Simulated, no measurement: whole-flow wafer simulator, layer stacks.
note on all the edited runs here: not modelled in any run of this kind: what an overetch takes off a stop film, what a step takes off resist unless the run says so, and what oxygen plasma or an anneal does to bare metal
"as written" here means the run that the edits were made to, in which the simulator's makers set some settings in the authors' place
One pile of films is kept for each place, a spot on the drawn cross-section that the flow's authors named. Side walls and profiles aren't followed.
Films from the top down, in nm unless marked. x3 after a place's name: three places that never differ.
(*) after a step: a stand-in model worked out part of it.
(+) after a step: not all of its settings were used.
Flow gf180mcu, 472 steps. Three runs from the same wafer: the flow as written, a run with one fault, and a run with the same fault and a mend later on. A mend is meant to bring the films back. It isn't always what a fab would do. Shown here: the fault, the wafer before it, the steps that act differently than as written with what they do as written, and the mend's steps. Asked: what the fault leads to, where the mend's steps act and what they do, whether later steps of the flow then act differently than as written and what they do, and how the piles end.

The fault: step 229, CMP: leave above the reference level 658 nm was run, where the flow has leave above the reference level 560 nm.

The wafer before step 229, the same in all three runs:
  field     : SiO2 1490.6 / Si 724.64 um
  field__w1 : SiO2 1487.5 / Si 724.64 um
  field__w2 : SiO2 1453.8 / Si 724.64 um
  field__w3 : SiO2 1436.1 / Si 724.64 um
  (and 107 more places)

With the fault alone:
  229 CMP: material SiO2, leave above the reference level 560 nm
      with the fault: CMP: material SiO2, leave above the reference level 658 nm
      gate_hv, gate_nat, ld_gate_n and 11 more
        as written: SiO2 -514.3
        with the fault: SiO2 -416.3
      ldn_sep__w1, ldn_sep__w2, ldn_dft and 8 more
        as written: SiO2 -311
        with the fault: SiO2 -213
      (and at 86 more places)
  Later steps of the flow that act differently than as written (2 more steps differ only slightly, by at most 2% or 0.5 nm, whichever is larger, and aren't shown):
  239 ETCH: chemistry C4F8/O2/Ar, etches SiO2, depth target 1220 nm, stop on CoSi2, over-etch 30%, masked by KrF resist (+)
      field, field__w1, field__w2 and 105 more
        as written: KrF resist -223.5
        with the fault: KrF resist -244
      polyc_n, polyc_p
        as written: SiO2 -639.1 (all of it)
        with the fault: SiO2 -737.1 (all of it)
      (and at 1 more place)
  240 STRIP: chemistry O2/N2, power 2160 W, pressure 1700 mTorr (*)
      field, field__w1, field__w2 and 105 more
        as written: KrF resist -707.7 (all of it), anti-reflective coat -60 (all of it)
        with the fault: KrF resist -687.2 (all of it), anti-reflective coat -60 (all of it)
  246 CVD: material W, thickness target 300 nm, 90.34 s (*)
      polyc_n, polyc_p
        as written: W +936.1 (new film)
        with the fault: W +1034.1 (new film)
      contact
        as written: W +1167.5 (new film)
        with the fault: W +1266.3 (new film)
  At the end the piles differ from the flow's by more than 2% or 0.5 nm, whichever is larger, at field__w8, contact, m1 and 6 more.
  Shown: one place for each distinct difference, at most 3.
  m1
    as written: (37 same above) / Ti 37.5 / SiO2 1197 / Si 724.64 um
    with the fault: (37 same above) / Ti 37.5 / SiO2 1295 / Si 724.64 um
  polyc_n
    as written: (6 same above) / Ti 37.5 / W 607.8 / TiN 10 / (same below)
    with the fault: (6 same above) / Ti 37.5 / W 705.8 / TiN 10 / (same below)
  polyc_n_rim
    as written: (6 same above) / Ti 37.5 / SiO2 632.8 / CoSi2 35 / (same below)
    with the fault: (6 same above) / Ti 37.5 / SiO2 730.8 / CoSi2 35 / (same below)

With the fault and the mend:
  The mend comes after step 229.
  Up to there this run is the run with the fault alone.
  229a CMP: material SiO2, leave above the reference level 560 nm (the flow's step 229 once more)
      field, field__w1, field__w2 and 108 more
        SiO2 -98
  No later step of the flow acts differently than as written at any place that is followed.
  At the end the piles are the same as the flow's at every place that both follow.
